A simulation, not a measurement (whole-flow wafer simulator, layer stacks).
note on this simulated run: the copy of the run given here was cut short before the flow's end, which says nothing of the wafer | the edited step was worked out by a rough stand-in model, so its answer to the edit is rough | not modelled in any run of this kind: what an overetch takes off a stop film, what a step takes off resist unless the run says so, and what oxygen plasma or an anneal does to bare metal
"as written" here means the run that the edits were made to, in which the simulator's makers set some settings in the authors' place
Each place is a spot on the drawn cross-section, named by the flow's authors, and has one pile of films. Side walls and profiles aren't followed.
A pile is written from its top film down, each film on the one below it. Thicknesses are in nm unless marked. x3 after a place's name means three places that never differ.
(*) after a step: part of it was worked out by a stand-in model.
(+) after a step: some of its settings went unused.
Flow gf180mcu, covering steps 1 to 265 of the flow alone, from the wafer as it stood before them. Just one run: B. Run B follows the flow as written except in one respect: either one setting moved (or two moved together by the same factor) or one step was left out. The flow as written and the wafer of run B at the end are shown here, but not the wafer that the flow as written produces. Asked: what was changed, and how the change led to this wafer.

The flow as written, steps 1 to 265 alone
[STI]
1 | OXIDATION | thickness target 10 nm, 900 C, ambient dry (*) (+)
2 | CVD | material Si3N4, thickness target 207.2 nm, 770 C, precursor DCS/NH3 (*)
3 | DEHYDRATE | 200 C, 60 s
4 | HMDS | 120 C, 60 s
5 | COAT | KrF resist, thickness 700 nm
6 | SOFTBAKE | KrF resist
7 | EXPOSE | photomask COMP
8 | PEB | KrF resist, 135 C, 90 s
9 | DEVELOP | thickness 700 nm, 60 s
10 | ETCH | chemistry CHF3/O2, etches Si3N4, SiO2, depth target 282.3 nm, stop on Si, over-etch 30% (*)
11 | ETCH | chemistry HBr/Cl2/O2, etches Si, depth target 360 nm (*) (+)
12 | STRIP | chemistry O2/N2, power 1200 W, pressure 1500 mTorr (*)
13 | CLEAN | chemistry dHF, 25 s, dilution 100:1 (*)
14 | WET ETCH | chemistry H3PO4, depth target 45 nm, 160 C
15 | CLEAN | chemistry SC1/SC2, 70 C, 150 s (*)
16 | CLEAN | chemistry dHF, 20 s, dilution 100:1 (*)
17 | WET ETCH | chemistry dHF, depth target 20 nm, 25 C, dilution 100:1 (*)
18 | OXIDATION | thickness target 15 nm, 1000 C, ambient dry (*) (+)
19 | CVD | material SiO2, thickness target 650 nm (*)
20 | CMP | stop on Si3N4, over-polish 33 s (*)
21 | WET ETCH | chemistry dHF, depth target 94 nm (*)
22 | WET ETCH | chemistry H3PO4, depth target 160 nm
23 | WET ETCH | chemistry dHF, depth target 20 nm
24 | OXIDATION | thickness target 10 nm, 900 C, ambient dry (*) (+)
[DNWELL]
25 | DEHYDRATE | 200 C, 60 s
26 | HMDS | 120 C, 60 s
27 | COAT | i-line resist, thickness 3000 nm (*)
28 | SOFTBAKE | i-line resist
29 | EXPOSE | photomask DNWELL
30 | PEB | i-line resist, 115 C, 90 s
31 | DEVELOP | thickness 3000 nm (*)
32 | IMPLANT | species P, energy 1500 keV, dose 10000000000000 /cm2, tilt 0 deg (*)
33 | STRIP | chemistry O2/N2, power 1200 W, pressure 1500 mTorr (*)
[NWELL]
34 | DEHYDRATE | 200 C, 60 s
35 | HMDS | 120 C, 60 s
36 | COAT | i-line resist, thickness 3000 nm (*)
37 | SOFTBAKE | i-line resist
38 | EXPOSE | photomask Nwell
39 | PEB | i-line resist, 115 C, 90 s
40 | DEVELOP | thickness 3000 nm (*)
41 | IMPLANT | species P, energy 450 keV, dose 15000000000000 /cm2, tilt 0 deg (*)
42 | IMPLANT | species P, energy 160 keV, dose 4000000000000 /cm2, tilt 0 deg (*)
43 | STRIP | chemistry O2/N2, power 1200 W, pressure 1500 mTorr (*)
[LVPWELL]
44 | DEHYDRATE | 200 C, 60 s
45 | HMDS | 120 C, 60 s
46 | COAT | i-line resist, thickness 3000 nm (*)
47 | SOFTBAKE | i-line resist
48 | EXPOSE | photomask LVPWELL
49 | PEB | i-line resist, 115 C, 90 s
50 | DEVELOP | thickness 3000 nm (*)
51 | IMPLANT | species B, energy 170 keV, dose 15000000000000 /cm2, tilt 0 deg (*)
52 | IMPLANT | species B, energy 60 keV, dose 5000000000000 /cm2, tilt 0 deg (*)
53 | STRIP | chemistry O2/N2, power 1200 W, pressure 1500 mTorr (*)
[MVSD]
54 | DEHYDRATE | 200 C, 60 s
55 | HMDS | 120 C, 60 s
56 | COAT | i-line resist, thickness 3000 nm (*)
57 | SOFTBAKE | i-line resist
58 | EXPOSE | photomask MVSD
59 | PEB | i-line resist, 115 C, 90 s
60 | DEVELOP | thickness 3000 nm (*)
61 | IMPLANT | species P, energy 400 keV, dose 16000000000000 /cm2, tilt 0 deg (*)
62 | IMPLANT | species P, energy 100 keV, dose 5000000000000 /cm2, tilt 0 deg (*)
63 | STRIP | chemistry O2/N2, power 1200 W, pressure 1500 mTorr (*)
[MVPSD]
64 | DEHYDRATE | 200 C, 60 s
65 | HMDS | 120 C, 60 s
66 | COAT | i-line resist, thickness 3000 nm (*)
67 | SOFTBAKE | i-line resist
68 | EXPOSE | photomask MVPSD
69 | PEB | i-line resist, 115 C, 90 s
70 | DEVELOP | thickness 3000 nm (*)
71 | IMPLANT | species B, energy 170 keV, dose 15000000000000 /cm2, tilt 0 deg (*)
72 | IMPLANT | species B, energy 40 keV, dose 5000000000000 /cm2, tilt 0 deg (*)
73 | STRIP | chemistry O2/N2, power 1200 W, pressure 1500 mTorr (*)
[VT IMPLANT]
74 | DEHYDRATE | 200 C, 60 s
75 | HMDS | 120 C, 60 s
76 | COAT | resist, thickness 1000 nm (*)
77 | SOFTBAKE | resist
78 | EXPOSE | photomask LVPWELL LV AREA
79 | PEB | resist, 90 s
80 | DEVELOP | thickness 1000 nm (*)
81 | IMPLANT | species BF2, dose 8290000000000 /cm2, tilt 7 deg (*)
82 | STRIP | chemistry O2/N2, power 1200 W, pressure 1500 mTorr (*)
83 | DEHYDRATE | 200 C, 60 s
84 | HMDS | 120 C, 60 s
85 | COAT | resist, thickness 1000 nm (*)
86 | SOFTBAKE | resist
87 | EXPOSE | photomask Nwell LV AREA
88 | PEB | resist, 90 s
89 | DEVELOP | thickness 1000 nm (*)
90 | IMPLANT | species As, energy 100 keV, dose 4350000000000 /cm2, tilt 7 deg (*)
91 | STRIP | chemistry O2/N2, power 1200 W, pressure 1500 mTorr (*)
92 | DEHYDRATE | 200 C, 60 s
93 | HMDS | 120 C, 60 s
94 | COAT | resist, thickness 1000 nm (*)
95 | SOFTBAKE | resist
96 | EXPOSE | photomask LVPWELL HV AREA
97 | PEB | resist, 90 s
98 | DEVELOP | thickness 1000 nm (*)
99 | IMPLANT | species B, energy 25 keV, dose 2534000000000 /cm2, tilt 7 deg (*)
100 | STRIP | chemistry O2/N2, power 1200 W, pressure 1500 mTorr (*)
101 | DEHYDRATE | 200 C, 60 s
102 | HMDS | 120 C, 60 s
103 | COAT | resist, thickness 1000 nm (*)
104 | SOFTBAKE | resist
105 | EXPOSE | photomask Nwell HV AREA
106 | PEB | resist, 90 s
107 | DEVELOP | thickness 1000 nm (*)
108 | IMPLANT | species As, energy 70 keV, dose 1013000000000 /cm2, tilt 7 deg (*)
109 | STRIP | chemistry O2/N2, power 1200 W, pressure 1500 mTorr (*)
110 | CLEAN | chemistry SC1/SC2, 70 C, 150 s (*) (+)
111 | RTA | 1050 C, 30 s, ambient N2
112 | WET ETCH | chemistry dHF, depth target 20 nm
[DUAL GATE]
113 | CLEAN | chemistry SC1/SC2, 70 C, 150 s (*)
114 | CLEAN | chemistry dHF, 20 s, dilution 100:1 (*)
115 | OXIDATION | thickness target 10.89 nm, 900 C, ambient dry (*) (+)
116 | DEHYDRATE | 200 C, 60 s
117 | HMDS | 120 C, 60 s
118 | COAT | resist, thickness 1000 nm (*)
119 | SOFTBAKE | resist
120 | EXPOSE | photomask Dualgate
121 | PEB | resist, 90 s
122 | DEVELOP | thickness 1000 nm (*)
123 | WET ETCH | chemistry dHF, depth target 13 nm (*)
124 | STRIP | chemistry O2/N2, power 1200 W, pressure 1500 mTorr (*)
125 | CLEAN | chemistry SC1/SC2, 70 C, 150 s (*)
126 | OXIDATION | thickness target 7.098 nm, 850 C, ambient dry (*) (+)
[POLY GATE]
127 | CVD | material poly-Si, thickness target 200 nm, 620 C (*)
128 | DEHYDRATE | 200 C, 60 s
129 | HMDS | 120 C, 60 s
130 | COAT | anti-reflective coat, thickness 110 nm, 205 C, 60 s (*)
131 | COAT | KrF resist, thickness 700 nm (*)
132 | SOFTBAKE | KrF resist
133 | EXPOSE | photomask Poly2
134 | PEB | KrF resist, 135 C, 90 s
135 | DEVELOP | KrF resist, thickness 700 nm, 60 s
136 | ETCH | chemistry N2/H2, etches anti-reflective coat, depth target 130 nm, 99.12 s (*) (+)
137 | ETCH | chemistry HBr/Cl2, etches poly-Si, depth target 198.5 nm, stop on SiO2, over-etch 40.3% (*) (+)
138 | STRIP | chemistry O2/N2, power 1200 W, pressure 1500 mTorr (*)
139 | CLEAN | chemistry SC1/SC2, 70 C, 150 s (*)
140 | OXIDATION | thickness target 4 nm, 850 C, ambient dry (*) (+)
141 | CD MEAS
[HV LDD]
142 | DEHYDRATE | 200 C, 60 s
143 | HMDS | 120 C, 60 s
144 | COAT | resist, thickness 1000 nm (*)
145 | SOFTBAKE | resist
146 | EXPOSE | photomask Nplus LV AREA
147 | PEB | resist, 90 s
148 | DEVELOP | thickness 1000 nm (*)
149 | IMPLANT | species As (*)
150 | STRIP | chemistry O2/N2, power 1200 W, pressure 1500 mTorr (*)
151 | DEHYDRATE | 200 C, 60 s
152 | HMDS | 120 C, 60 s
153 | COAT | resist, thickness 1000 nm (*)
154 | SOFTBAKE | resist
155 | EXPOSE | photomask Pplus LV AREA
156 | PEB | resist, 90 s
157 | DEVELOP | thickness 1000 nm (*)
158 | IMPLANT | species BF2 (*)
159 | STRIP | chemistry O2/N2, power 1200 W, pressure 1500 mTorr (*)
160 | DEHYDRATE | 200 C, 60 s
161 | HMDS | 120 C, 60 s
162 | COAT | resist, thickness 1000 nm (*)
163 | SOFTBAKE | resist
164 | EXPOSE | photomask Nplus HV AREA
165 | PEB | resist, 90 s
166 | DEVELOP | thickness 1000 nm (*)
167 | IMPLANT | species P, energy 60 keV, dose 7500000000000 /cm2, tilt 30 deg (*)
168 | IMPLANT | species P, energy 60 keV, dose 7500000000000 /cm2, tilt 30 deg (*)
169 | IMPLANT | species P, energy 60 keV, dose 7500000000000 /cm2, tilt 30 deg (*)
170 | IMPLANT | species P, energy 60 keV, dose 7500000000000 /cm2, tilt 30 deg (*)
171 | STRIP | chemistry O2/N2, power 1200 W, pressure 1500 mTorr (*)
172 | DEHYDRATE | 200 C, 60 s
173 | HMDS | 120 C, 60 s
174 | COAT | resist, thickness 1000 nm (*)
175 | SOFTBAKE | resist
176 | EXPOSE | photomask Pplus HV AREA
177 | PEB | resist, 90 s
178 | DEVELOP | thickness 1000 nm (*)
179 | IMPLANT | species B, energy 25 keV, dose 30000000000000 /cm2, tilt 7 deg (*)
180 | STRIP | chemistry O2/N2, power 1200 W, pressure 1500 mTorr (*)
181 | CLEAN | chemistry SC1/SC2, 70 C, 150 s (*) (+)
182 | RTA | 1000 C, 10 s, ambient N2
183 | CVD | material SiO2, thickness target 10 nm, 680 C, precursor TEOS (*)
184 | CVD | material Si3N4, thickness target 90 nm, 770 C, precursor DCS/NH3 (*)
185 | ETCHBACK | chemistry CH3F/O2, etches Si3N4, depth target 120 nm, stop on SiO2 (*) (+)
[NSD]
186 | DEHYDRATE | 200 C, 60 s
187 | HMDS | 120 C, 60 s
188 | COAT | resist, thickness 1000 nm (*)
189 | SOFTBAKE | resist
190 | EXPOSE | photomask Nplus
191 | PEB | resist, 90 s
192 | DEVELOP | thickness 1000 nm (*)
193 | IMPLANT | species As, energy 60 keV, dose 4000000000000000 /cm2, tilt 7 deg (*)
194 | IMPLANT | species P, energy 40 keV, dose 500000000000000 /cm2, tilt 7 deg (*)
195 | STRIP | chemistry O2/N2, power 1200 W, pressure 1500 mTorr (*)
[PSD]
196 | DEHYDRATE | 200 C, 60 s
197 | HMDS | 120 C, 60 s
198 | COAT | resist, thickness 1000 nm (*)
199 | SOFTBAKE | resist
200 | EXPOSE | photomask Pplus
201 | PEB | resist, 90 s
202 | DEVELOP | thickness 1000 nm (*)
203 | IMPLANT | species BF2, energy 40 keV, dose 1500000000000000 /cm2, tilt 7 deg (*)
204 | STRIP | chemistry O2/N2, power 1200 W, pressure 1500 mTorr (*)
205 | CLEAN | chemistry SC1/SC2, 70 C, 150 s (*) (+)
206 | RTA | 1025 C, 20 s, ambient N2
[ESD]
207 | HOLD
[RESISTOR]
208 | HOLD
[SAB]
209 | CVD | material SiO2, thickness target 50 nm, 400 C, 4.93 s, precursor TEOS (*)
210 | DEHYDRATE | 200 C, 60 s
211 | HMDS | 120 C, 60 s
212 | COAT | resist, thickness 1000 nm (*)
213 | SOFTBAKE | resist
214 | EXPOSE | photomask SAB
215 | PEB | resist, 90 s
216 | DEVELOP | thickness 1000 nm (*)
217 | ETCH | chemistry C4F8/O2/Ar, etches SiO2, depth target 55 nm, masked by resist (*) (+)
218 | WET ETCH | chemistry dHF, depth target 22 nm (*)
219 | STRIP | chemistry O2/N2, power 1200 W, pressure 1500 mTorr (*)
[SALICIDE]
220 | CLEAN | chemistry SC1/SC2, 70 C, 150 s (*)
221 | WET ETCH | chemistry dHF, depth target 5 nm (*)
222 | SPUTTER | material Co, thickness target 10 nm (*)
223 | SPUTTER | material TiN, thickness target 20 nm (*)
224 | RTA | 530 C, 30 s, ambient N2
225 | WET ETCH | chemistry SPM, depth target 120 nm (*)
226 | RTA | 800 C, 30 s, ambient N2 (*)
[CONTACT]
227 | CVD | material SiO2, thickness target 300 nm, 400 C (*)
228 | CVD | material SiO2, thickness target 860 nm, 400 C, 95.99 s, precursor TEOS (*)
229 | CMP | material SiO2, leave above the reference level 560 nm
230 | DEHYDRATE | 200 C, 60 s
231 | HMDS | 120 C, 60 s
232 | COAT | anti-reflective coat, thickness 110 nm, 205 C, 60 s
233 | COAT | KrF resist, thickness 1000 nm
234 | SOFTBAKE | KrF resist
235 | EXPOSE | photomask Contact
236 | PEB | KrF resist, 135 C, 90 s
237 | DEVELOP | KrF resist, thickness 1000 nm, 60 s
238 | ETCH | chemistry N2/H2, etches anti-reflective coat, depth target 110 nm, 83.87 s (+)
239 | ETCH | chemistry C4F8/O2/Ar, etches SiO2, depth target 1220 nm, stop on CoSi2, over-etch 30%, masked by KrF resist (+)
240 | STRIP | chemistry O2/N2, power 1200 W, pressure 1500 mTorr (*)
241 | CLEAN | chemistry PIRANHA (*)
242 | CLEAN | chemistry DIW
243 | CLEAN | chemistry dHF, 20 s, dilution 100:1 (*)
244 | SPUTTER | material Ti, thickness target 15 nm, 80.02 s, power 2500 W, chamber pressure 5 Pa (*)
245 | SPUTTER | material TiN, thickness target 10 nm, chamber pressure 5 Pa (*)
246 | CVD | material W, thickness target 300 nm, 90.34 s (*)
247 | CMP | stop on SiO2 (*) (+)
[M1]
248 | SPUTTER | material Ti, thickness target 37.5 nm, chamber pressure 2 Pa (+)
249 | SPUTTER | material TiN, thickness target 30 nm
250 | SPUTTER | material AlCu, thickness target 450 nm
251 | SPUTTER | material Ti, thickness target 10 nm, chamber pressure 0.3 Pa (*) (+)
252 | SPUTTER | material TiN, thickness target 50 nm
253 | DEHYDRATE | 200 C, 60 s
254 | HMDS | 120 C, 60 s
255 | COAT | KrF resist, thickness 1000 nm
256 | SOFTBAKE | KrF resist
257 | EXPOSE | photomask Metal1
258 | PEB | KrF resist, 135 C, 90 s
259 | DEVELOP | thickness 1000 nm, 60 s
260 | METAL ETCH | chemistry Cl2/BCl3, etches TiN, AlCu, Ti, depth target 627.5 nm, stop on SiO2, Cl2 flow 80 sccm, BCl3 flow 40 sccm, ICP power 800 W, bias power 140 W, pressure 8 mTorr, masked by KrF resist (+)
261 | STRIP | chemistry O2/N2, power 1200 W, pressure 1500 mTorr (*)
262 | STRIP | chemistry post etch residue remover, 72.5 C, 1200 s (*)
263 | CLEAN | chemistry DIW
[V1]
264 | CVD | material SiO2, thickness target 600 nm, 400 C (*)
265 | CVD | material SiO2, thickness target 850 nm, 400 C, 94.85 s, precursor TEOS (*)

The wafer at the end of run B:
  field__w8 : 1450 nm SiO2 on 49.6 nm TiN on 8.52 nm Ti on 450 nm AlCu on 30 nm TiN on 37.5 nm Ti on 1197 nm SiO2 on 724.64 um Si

Cause: step 251, SPUTTER: thickness target 8.52 nm was run, while the flow as written has thickness target 10 nm.
One can read it off the wafer: field__w8 has Ti 8.52, and step 251 as written asks for 10 nm.

Step by step, how the change led to this:
  251 | SPUTTER | material Ti, thickness target 10 nm, chamber pressure 0.3 Pa (*) (+)
      field, field__w1, field__w2 and 108 more: +8.52 Ti (new film) (as written it would have been: +10 Ti (new film))
  260 | METAL ETCH | chemistry Cl2/BCl3, etches TiN, AlCu, Ti, depth target 627.5 nm, stop on SiO2, Cl2 flow 80 sccm, BCl3 flow 40 sccm, ICP power 800 W, bias power 140 W, pressure 8 mTorr, masked by KrF resist (+)
      field, field__w1, field__w2 and 99 more: -50 TiN (all of it), -8.52 Ti (all of it), -450 AlCu (all of it), -30 TiN (all of it), -37.5 Ti (all of it) (as written it would have been: -50 TiN (all of it), -10 Ti (all of it), -450 AlCu (all of it), -30 TiN (all of it), -37.5 Ti (all of it))
